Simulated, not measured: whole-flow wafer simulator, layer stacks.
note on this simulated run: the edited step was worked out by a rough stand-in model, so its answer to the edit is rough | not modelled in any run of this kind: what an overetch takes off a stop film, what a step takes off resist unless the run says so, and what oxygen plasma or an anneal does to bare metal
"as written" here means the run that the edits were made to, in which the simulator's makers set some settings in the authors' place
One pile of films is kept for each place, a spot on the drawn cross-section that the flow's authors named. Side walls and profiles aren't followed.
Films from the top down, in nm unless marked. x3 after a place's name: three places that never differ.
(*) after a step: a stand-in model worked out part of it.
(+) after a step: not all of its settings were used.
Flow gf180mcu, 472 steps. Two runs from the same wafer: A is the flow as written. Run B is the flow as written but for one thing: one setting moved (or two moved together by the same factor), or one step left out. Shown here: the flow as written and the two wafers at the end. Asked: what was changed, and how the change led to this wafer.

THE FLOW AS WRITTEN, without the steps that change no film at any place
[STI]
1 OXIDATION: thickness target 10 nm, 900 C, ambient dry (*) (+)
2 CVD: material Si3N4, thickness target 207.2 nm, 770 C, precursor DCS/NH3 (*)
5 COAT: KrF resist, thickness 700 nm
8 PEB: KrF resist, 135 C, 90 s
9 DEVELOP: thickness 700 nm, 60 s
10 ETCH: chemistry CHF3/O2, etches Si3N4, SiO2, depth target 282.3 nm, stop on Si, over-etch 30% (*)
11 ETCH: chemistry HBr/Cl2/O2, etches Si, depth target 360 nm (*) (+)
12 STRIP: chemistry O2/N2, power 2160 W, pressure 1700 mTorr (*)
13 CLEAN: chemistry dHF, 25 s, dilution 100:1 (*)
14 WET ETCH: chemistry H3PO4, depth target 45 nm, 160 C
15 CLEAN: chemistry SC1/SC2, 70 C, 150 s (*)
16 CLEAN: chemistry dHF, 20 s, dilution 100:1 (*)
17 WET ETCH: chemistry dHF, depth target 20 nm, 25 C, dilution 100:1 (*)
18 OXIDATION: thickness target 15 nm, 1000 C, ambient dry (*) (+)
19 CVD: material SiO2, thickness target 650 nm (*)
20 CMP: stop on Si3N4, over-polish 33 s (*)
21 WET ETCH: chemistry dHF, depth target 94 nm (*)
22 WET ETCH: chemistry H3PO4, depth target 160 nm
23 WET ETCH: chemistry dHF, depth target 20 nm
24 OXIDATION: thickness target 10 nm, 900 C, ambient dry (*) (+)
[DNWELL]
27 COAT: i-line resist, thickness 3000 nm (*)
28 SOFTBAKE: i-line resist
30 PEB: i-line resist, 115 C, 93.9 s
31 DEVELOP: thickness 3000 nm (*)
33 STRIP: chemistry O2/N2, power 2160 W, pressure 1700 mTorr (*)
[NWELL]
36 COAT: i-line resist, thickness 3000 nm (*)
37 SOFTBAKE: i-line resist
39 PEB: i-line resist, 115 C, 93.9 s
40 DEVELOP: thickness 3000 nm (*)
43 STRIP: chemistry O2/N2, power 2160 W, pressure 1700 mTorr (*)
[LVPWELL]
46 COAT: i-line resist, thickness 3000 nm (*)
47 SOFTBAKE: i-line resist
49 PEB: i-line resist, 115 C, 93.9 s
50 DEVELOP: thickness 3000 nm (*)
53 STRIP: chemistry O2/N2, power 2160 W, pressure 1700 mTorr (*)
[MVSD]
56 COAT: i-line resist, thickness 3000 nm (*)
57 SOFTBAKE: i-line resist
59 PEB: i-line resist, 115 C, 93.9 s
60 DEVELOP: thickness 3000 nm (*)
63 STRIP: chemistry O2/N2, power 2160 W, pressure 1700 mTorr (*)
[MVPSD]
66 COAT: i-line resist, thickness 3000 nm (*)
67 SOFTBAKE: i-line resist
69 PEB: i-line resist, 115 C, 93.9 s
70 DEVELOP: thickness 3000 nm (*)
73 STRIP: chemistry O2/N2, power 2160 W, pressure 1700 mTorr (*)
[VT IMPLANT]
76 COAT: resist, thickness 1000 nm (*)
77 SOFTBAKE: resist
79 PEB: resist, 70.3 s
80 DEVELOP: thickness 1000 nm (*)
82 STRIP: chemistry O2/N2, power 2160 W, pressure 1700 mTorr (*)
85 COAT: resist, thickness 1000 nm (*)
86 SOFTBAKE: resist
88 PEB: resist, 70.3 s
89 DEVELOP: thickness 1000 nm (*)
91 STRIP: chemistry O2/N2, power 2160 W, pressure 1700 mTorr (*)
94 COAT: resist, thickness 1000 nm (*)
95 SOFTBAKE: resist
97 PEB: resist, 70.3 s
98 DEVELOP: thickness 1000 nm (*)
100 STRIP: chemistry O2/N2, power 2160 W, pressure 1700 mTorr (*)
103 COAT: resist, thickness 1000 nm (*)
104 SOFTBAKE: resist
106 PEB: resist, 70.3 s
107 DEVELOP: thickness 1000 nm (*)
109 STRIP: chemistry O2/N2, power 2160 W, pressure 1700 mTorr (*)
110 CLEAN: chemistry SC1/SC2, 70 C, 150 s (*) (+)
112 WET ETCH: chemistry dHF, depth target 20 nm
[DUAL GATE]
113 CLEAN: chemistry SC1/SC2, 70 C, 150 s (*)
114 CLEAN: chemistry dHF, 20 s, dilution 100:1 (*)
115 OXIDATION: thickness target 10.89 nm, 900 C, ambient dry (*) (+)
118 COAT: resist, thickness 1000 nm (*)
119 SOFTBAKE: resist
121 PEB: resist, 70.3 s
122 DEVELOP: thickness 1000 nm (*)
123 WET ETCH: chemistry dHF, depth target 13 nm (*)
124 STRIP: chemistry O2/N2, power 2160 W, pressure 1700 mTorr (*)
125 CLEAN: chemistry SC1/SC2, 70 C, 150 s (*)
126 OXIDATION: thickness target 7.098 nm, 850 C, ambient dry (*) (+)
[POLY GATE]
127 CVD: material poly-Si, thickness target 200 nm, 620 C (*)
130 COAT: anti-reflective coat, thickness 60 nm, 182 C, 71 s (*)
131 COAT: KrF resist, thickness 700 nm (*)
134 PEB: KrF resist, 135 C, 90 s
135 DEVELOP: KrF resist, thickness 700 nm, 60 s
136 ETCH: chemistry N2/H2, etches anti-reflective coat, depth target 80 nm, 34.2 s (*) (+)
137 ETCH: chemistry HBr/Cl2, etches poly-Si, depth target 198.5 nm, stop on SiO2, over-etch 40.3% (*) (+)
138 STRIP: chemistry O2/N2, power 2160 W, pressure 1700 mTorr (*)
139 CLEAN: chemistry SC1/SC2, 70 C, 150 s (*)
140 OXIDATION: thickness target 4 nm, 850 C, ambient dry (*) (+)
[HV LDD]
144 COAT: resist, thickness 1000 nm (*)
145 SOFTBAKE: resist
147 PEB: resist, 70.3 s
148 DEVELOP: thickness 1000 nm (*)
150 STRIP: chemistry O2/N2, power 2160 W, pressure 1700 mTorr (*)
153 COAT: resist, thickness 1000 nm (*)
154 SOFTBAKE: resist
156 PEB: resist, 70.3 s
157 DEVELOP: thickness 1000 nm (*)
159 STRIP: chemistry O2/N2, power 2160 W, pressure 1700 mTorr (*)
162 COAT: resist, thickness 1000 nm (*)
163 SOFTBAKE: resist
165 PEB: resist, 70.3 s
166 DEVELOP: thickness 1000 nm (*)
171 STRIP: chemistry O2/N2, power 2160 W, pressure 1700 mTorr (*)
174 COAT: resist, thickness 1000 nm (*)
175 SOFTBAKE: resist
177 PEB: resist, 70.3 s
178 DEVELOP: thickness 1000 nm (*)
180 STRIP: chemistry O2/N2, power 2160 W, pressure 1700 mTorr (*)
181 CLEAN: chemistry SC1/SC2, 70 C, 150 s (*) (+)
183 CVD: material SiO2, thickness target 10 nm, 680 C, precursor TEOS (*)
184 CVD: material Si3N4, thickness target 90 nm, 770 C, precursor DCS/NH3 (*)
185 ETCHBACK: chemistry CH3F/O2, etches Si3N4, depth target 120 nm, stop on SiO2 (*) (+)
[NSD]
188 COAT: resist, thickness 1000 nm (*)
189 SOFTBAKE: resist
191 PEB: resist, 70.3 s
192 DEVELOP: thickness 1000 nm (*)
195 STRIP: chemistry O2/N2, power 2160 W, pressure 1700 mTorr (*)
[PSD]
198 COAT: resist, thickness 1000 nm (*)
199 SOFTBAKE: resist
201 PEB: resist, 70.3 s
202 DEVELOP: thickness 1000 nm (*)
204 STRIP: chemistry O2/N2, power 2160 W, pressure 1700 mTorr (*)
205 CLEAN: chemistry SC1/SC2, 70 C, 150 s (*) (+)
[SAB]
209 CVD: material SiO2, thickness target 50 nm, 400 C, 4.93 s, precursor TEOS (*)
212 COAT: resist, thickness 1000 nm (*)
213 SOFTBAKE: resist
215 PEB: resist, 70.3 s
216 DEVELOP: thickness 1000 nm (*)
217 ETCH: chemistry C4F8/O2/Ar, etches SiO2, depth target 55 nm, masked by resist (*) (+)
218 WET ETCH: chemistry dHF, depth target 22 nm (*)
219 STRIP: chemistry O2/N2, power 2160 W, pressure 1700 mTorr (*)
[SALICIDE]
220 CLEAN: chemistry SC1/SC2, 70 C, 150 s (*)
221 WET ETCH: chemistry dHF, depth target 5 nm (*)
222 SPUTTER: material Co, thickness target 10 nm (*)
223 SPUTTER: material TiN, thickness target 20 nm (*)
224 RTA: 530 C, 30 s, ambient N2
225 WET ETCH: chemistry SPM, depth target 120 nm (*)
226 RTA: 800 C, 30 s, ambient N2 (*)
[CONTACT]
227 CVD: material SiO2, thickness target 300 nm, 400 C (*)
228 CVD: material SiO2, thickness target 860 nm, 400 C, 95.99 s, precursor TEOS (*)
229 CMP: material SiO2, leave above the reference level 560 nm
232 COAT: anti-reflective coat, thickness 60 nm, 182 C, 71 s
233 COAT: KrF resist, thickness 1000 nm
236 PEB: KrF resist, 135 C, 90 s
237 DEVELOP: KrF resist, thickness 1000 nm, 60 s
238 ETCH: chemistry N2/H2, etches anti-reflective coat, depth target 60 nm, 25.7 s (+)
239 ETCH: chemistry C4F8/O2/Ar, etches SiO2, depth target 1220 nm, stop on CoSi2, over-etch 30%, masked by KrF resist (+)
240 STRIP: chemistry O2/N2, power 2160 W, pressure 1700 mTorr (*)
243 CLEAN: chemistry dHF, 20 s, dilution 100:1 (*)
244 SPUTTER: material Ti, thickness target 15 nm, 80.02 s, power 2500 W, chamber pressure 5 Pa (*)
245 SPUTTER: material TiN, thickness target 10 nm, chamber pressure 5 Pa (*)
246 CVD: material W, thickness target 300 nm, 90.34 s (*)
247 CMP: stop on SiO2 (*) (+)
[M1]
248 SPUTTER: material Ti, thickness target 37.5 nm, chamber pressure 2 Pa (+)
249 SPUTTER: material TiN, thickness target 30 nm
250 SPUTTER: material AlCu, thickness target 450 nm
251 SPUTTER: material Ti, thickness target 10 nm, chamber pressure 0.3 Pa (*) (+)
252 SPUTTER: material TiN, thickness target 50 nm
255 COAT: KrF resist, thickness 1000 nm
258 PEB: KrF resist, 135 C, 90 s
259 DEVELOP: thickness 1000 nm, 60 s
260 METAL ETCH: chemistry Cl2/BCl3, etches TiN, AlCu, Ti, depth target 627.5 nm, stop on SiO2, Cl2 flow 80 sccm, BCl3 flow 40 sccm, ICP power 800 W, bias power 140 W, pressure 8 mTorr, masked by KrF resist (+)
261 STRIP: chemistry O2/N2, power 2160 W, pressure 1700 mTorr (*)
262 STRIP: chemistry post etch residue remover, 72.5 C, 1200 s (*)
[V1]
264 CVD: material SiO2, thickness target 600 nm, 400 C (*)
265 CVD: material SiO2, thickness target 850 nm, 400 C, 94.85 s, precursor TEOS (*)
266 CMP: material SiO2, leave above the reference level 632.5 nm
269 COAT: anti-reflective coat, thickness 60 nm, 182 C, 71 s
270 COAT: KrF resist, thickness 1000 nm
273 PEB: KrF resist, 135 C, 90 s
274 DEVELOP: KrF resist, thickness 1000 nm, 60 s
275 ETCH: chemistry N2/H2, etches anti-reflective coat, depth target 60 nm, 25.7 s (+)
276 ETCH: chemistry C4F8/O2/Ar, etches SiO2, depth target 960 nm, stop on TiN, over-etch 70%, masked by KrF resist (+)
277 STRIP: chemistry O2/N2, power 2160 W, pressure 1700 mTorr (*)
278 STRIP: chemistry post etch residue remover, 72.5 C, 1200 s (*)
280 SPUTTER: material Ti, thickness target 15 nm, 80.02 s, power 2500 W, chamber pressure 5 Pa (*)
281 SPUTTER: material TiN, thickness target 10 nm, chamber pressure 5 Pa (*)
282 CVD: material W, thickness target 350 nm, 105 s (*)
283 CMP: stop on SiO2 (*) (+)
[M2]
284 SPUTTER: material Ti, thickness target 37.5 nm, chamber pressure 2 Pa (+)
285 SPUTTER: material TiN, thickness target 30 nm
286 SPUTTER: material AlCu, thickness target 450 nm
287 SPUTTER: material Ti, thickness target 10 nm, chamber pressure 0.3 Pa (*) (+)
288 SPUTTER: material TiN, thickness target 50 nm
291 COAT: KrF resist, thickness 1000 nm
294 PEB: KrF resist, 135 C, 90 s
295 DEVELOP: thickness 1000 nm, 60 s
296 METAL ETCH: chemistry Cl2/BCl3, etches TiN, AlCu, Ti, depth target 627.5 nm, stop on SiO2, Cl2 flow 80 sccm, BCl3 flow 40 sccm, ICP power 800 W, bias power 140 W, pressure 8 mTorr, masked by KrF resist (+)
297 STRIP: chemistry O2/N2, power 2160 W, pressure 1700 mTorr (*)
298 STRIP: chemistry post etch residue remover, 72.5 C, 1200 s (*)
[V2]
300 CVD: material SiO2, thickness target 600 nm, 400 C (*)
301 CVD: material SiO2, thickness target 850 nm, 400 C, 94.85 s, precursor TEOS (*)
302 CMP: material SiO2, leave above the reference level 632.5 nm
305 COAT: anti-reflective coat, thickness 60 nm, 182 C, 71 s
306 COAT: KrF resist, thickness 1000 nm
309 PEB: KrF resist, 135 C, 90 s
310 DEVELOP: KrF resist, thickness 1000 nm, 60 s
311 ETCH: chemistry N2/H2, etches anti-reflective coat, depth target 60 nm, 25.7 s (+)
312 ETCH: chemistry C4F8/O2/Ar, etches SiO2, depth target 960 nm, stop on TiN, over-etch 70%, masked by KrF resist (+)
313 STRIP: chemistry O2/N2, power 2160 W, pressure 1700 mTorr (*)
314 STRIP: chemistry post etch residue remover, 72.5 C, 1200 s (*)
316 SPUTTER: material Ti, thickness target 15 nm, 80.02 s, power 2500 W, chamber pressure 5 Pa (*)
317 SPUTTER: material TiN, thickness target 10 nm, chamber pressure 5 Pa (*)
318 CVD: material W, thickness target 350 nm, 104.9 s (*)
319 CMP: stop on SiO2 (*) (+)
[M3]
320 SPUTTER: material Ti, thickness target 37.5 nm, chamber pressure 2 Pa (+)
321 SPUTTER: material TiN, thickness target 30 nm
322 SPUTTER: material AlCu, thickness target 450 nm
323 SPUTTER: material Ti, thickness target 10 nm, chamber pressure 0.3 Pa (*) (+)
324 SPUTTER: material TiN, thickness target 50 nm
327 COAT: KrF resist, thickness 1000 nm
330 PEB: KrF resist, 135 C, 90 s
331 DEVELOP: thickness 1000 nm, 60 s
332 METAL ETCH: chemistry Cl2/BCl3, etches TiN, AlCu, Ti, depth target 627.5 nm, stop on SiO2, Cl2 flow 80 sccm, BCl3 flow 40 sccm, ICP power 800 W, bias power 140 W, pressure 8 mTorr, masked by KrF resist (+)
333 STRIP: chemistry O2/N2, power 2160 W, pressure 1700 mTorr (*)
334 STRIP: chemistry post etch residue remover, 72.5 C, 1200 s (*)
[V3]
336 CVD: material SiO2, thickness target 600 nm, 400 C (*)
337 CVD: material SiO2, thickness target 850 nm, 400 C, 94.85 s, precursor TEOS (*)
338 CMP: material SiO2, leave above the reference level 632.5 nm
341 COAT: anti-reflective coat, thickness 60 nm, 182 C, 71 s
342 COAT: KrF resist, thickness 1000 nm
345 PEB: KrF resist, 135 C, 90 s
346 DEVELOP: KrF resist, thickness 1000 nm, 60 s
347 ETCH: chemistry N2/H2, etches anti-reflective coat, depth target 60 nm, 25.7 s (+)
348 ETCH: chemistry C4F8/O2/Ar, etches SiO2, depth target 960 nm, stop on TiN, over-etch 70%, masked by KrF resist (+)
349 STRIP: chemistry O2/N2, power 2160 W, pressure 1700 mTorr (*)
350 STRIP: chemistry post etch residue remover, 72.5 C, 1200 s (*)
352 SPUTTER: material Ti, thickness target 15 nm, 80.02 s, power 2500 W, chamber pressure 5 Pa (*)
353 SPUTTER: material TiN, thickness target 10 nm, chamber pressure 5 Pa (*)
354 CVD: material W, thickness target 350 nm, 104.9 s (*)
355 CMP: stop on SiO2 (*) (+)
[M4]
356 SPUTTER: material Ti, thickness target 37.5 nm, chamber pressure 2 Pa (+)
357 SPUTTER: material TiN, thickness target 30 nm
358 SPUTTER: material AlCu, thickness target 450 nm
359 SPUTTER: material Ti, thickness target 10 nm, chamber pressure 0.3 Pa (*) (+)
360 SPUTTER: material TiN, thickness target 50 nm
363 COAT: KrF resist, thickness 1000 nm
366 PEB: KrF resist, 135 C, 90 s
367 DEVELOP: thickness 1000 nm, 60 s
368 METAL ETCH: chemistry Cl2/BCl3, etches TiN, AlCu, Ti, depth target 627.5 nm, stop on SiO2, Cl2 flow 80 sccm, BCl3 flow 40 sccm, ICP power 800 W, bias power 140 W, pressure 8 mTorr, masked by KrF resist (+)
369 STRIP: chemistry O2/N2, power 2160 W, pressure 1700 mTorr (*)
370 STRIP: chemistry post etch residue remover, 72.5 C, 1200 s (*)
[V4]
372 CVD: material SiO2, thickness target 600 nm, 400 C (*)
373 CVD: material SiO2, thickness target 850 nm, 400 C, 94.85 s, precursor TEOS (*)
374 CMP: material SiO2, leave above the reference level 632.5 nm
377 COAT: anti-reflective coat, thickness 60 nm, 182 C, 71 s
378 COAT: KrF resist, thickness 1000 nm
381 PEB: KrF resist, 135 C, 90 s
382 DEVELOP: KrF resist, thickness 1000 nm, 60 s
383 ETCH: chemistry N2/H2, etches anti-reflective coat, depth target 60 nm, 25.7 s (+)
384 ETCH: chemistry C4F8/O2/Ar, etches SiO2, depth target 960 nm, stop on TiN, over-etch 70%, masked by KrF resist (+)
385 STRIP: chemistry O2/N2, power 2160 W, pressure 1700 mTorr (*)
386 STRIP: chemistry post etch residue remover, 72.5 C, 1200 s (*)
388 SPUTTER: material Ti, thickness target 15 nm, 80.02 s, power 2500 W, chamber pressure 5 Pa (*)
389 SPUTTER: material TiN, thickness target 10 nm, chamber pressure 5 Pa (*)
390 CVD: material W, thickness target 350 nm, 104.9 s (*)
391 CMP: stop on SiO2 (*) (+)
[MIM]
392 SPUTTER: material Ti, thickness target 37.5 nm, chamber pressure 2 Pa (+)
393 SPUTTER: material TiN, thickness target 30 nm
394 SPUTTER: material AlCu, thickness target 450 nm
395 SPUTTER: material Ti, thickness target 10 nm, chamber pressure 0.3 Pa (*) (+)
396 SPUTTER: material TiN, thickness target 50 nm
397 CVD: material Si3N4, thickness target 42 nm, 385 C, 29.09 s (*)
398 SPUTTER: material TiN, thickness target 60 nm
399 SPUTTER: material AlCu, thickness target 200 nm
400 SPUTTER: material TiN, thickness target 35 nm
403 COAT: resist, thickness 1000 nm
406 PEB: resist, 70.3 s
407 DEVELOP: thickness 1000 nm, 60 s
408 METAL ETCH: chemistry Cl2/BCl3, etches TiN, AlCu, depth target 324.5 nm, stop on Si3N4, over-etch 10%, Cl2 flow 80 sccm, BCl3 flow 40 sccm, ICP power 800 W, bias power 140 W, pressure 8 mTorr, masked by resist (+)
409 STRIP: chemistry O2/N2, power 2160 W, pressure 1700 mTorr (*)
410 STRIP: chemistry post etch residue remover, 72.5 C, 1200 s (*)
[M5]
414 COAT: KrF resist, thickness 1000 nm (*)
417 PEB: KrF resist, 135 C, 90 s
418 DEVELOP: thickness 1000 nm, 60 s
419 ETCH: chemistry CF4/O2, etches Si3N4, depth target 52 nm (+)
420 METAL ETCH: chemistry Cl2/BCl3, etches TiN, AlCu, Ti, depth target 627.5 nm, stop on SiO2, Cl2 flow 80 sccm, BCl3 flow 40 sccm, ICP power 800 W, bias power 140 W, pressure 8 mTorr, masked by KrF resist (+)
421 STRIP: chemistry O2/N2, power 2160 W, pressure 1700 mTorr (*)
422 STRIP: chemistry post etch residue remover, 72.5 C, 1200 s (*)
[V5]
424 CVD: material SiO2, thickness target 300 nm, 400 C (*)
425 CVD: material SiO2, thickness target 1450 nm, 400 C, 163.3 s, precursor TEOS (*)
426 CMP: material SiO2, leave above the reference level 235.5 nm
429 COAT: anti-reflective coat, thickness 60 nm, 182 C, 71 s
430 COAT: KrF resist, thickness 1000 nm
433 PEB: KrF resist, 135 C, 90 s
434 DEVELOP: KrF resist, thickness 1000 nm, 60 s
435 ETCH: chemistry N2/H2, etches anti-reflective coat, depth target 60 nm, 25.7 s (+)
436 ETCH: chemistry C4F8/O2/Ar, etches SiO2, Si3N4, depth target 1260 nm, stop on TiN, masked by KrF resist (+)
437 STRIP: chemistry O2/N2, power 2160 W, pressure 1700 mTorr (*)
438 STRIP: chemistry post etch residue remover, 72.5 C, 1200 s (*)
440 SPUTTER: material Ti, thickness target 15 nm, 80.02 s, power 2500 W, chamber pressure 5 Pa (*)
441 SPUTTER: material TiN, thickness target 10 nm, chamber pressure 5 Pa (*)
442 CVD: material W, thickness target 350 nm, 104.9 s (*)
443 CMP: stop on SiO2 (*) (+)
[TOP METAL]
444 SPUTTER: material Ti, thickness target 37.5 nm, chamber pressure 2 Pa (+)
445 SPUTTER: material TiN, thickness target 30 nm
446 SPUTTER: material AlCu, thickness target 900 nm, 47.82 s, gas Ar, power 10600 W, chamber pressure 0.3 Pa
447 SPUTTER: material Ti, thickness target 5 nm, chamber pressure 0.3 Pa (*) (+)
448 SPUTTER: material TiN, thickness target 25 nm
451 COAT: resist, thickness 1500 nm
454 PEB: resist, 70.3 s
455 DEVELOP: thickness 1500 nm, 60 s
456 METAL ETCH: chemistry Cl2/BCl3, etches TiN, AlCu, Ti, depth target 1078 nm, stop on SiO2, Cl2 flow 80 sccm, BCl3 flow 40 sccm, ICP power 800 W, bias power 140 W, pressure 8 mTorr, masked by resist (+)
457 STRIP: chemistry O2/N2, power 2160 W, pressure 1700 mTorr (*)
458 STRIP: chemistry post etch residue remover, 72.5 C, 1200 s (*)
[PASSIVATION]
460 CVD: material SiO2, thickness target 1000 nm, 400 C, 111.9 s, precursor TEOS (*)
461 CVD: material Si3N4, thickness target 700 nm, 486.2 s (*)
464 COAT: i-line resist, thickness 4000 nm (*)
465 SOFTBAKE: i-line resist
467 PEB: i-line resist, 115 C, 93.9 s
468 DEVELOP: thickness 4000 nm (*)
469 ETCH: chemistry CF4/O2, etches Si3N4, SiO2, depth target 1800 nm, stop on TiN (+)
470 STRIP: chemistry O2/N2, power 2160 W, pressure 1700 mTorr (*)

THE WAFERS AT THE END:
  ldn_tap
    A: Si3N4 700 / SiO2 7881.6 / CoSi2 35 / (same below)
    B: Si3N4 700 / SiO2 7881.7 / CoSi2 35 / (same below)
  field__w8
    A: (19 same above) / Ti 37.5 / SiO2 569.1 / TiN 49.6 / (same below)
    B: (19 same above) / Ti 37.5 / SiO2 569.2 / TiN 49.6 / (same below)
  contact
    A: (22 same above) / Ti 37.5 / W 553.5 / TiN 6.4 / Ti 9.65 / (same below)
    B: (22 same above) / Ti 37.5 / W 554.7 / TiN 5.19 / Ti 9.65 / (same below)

The cause: step 353, SPUTTER: thickness target 8.1 nm was run, where the flow has thickness target 10 nm.

How the change led to this, step by step:
  353 SPUTTER: material TiN, thickness target 10 nm, chamber pressure 5 Pa (*)
      field, field__w1, field__w2 and 107 more: A TiN +10 (new film) | B TiN +8.1 (new film)
      contact: A TiN +6.4 (new film) | B TiN +5.19 (new film)
  355 CMP: stop on SiO2 (*) (+)
      field, field__w1, field__w2 and 107 more: A W -350 (all of it), TiN -10 (all of it), Ti -15 (all of it), SiO2 -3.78 | B W -350 (all of it), TiN -8.1 (all of it), Ti -15 (all of it), SiO2 -3.76
